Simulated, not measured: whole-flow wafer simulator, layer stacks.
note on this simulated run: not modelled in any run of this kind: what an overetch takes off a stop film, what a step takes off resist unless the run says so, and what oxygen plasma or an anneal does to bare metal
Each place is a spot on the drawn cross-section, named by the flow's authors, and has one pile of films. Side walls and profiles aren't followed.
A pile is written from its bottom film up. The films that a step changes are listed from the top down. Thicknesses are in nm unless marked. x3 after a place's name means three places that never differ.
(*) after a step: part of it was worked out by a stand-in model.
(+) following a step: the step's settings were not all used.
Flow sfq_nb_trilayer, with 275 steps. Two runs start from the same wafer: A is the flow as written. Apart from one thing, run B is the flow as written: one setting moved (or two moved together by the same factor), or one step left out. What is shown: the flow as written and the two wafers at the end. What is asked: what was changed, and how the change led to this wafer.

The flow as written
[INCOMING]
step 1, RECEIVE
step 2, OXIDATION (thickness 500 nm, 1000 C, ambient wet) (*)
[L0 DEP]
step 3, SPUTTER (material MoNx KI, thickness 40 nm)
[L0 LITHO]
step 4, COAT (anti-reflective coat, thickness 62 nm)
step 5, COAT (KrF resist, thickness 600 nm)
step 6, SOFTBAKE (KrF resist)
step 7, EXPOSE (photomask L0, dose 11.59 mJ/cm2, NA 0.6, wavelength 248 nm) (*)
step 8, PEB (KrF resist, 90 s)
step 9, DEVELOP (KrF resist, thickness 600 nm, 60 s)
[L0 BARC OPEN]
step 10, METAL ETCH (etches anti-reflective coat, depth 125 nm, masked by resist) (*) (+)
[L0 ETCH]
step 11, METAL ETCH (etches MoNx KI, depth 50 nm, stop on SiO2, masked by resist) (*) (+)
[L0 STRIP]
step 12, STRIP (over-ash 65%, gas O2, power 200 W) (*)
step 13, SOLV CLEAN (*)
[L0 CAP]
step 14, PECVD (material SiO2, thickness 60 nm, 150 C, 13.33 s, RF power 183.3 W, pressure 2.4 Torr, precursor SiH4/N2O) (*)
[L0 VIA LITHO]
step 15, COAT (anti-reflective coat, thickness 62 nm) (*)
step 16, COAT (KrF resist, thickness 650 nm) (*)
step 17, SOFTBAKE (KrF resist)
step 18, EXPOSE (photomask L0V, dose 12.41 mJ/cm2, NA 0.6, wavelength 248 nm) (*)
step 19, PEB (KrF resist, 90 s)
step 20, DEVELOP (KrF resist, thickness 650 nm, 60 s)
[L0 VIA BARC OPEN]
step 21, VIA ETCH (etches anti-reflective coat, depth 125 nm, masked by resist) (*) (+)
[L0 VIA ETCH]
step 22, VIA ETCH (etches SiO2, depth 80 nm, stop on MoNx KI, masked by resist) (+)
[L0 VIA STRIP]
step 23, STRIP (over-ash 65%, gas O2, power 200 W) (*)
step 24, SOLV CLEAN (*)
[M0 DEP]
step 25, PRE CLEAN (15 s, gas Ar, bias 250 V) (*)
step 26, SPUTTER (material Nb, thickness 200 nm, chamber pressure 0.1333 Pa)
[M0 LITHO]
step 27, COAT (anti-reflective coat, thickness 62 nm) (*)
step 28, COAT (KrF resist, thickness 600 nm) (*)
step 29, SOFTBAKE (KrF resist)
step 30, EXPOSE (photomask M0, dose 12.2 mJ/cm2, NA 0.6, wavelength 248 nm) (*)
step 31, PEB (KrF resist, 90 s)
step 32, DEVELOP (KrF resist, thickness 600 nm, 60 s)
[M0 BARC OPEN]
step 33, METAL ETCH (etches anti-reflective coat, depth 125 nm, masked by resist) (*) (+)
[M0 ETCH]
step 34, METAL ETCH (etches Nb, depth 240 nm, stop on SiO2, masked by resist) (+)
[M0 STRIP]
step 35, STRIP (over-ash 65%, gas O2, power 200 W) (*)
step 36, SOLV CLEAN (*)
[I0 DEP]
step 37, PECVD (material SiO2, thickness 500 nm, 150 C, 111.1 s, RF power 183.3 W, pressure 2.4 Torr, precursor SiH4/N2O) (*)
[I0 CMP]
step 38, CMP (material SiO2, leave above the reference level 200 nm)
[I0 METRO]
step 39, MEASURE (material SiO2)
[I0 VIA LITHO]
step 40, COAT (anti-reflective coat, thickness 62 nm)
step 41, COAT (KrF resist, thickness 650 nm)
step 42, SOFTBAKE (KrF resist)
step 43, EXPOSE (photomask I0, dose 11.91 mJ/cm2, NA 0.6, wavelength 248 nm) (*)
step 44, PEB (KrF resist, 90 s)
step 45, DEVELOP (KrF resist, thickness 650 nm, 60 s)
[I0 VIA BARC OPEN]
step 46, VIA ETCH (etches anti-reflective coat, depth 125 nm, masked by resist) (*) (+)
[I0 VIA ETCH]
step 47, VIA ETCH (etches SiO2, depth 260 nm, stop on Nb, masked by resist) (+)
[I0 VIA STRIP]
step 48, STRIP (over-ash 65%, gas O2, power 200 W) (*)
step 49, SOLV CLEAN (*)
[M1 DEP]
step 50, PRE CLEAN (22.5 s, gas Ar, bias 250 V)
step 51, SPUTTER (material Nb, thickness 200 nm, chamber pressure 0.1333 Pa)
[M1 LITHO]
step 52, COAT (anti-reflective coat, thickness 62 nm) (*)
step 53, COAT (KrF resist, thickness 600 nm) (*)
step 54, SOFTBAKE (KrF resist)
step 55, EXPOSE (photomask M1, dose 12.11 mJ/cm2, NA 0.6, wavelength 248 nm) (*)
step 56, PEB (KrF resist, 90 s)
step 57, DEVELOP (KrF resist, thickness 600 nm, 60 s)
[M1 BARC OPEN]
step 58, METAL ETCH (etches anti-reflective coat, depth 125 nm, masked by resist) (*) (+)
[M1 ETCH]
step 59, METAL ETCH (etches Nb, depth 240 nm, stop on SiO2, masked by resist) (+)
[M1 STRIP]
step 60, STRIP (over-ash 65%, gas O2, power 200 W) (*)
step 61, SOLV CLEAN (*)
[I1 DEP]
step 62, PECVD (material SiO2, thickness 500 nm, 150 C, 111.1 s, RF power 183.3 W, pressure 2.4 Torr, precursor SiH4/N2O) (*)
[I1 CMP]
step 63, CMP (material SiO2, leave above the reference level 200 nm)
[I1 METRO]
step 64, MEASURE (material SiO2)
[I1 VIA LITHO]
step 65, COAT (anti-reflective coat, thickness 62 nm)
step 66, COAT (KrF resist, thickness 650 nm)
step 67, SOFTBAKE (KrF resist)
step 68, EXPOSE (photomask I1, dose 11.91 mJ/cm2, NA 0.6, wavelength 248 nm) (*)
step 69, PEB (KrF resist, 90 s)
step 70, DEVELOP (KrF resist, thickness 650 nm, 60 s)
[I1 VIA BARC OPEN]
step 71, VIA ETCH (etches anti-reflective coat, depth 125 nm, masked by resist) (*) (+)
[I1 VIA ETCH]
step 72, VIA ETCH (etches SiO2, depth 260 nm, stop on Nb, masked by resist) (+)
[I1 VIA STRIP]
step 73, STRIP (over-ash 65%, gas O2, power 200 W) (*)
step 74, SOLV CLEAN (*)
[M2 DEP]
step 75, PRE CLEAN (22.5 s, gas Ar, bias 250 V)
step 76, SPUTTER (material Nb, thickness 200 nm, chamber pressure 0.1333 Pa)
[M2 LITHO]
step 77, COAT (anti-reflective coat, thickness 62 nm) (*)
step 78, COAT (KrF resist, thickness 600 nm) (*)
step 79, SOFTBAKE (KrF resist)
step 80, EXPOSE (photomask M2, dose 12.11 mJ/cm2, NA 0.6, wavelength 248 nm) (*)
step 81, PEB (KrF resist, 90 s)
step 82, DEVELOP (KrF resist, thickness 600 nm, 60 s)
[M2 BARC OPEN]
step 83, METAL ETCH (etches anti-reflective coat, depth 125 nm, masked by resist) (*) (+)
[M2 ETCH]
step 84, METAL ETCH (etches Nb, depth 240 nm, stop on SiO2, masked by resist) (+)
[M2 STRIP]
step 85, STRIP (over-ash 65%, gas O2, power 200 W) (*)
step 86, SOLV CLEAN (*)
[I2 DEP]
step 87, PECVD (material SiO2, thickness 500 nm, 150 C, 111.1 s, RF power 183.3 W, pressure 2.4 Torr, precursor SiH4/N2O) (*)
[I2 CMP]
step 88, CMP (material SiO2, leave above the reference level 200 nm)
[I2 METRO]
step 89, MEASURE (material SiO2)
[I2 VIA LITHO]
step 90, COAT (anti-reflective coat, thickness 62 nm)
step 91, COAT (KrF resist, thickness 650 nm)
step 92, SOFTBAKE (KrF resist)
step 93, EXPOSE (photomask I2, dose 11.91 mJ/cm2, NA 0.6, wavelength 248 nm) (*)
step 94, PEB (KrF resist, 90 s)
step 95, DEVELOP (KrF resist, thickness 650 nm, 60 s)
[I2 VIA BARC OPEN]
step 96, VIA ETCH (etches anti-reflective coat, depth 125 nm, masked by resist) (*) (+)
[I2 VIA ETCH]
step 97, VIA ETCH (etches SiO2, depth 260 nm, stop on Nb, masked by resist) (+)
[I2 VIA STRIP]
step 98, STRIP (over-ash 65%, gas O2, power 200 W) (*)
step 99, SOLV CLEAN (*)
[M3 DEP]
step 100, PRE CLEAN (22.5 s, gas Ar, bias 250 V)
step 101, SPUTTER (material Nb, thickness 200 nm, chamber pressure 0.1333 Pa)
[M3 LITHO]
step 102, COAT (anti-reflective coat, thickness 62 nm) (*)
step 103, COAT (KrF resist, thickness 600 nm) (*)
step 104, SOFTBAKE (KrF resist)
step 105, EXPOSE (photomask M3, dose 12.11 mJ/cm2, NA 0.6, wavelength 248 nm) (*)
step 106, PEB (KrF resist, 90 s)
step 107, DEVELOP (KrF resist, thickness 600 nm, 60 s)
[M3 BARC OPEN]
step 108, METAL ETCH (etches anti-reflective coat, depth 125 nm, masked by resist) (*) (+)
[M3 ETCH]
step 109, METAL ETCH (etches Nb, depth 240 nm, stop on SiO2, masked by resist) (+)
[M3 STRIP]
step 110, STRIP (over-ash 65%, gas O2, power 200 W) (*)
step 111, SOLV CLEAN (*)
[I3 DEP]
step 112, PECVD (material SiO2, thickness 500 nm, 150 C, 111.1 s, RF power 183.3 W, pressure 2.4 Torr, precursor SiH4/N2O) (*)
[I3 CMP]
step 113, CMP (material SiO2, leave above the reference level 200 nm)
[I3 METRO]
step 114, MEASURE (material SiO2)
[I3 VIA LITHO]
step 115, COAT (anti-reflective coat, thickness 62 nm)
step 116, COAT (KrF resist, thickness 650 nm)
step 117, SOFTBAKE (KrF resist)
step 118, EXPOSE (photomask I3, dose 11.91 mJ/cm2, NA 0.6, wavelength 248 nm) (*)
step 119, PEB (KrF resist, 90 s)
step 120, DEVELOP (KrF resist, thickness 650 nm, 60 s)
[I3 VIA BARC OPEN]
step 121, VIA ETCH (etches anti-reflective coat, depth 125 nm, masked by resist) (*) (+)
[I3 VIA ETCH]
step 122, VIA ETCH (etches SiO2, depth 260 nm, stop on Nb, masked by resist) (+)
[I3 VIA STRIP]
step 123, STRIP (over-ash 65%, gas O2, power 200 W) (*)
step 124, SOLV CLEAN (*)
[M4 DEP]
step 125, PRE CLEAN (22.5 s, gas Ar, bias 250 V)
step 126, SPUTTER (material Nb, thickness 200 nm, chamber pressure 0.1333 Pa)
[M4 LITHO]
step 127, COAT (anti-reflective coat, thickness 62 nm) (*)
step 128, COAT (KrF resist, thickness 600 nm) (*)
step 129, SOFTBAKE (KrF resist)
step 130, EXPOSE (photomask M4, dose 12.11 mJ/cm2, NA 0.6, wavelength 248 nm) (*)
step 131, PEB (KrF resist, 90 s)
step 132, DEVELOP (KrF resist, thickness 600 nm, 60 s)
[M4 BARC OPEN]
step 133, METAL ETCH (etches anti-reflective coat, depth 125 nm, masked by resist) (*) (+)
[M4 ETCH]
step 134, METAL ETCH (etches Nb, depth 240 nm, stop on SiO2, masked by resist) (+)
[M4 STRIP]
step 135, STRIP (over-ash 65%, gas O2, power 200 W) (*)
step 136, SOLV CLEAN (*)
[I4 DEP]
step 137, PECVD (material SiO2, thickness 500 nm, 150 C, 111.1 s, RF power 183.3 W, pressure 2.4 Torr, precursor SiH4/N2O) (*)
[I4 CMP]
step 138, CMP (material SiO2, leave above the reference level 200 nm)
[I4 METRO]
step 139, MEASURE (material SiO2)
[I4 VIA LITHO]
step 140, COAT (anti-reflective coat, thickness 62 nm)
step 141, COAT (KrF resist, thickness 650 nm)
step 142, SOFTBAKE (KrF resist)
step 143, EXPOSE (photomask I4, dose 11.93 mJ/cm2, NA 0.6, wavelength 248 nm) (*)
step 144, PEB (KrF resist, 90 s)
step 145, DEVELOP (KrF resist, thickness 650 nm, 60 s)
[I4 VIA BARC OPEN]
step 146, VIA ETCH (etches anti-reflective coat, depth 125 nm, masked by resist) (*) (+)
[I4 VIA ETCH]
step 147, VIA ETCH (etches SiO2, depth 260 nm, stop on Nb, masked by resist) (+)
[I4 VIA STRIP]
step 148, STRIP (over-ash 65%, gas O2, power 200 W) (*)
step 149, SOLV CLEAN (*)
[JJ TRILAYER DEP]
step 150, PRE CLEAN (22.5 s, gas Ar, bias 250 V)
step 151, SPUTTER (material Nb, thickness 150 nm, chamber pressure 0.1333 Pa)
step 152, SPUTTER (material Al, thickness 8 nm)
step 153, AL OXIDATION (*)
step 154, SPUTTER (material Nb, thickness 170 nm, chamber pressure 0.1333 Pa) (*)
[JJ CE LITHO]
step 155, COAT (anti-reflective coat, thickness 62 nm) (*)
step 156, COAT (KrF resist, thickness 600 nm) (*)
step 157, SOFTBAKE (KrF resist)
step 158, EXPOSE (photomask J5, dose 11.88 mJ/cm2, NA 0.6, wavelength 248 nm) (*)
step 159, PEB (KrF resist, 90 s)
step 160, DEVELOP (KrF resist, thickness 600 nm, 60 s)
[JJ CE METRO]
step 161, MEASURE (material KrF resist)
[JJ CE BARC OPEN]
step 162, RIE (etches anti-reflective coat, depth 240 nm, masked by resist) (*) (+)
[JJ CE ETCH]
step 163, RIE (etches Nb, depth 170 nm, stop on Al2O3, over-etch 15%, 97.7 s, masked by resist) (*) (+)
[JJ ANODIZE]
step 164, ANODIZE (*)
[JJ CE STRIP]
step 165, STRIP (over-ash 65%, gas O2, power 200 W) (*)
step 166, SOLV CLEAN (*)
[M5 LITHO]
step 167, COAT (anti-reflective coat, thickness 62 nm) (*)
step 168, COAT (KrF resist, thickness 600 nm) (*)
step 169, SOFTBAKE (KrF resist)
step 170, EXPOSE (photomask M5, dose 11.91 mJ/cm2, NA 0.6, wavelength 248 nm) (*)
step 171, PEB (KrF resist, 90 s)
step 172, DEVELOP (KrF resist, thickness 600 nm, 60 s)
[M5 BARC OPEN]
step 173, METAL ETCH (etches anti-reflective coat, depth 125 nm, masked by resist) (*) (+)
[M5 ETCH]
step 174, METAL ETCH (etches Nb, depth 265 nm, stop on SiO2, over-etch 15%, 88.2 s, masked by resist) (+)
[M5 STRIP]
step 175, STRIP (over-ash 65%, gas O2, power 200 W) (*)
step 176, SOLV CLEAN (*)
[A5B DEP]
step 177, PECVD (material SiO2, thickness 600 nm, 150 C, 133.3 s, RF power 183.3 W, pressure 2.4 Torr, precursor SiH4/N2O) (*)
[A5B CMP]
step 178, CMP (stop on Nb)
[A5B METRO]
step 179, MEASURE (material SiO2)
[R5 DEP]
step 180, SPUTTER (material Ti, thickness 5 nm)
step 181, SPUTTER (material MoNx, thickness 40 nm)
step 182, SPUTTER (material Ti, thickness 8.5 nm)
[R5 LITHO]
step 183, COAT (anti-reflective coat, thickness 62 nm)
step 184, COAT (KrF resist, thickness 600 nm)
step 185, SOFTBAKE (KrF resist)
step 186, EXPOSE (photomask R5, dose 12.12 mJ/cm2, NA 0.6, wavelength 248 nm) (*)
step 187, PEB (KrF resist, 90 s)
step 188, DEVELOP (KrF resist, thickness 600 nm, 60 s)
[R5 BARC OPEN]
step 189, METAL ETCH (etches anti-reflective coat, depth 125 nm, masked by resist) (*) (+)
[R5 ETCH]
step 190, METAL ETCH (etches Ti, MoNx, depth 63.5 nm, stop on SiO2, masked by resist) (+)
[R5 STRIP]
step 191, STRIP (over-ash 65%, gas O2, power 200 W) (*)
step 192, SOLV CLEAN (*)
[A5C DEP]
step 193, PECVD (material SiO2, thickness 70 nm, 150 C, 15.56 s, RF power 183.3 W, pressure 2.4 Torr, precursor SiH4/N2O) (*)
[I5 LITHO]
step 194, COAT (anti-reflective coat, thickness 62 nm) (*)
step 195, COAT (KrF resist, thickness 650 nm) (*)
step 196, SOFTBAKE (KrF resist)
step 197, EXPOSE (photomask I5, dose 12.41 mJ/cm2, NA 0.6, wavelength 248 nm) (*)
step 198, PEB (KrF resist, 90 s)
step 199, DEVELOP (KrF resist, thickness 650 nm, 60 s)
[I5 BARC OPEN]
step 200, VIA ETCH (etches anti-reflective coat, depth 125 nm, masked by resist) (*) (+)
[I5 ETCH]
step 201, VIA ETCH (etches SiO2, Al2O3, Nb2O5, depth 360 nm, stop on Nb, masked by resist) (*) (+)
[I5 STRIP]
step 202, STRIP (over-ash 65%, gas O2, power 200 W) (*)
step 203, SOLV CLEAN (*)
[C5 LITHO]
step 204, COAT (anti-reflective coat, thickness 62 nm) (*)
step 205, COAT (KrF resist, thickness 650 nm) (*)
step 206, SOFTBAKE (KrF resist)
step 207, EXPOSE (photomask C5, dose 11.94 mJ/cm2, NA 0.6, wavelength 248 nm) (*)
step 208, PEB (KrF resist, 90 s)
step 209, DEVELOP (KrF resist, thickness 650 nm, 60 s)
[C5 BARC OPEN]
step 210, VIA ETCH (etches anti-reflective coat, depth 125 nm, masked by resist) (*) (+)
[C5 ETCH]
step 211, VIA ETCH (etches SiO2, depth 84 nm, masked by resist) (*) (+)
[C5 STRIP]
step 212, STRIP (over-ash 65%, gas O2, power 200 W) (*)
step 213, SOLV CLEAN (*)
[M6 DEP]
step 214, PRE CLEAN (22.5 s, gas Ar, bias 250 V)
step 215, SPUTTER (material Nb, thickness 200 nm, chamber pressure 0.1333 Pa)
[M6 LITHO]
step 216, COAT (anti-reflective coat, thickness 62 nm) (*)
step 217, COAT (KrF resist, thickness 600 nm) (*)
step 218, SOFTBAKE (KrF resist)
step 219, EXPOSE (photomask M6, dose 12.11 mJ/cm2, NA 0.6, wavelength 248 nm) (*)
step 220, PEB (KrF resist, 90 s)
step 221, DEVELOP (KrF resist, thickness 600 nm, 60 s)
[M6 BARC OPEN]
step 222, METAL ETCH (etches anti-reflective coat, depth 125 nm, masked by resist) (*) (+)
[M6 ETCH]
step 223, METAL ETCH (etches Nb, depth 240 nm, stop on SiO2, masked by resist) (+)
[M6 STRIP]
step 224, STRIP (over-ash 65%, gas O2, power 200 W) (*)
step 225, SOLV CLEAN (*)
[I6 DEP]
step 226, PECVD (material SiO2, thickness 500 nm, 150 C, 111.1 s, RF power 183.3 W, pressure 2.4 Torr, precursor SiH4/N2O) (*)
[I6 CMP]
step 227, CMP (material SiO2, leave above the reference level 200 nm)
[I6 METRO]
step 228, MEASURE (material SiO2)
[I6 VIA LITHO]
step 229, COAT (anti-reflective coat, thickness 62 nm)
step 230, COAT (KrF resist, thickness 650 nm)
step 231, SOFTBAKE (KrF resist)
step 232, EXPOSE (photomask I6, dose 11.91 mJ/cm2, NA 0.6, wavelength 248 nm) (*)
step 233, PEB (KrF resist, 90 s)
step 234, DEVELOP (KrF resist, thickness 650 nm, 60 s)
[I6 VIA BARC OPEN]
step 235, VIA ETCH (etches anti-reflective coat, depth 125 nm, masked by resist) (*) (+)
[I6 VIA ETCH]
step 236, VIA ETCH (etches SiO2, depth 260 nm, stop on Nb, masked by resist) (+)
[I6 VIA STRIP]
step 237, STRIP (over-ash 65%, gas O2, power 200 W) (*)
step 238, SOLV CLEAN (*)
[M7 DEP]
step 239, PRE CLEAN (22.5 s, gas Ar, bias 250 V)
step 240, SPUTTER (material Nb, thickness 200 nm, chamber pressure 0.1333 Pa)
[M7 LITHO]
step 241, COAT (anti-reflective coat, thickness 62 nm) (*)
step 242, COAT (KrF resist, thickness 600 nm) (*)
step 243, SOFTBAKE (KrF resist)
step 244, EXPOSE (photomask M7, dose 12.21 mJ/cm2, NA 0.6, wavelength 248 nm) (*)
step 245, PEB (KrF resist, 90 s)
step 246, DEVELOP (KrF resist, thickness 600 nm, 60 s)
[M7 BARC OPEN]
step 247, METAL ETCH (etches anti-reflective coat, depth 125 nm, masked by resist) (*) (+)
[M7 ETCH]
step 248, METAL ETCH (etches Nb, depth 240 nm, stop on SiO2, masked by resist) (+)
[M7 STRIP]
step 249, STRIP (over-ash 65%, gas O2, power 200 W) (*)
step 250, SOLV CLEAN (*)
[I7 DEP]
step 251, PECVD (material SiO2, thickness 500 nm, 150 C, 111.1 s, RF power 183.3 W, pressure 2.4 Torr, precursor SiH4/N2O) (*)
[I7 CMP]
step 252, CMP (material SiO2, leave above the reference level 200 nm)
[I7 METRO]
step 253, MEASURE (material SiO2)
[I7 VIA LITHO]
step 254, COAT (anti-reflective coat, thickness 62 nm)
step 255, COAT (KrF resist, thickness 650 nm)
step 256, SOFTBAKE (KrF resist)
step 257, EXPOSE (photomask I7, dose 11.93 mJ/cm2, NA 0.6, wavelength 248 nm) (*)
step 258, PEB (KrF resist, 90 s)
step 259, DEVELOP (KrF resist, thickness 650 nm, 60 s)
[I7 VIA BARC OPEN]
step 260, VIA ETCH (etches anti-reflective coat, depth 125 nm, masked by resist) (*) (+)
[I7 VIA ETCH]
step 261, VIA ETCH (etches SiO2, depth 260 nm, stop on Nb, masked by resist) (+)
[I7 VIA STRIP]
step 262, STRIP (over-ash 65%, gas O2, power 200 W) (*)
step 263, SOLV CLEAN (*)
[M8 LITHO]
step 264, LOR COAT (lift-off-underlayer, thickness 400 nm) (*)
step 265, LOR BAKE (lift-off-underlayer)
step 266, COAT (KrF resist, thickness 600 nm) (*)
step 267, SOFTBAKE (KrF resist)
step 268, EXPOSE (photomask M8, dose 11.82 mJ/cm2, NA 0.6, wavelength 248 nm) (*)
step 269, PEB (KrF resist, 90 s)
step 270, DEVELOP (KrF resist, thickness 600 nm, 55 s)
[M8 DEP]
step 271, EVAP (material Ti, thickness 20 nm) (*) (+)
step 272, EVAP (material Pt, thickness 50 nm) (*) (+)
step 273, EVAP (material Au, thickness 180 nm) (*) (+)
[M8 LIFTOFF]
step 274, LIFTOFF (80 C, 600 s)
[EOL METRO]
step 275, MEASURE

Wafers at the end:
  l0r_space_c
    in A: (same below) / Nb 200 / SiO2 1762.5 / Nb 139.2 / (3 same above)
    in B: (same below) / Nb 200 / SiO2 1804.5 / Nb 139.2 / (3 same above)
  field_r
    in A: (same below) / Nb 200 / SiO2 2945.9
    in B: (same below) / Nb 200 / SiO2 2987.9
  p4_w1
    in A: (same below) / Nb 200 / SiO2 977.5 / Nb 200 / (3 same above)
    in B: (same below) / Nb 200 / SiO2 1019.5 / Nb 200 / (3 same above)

What caused this: step 38, CMP: leave above the reference level 242 nm was run, though the flow has leave above the reference level 200 nm.

How this came from the change, step by step:
  step 38, CMP (material SiO2, leave above the reference level 200 nm)
      v_sur, via_wl, via_w and 94 more: A SiO2 loses 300 | B SiO2 loses 258
      field_l, l0_sur, l0r_line_l, l0r_line_c, l0r_line_r: A SiO2 loses 340 | B SiO2 loses 298
      (and at 4 other places as well)
  step 47, VIA ETCH (etches SiO2, depth 260 nm, stop on Nb, masked by resist) (+)
      via_w: A SiO2 loses 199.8 (all of it) | B SiO2 loses 241.8 (all of it)
  step 51, SPUTTER (material Nb, thickness 200 nm, chamber pressure 0.1333 Pa)
      via_w: A Nb gains 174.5 | B Nb gains 166.7
  step 52, COAT (anti-reflective coat, thickness 62 nm) (*)
      via_w: A anti-reflective coat gains 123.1 (new film) | B anti-reflective coat gains 132 (new film)
      via_wr: A anti-reflective coat gains 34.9 (new film) | B anti-reflective coat gains 33.2 (new film)
  step 53, COAT (KrF resist, thickness 600 nm) (*)
      via_w: A KrF resist gains 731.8 (new film) | B KrF resist gains 766 (new film)
  step 60, STRIP (over-ash 65%, gas O2, power 200 W) (*)
      via_w: A KrF resist loses 513.8 (all of it), anti-reflective coat loses 123.1 (all of it) | B KrF resist loses 547.9 (all of it), anti-reflective coat loses 132 (all of it)
      via_wr: A KrF resist loses 384.4 (all of it), anti-reflective coat loses 34.9 (all of it) | B KrF resist loses 380.9 (all of it), anti-reflective coat loses 33.2 (all of it)
  step 62, PECVD (material SiO2, thickness 500 nm, 150 C, 111.1 s, RF power 183.3 W, pressure 2.4 Torr, precursor SiH4/N2O) (*)
      via_w: A SiO2 gains 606 (new film) | B SiO2 gains 655.9 (new film)
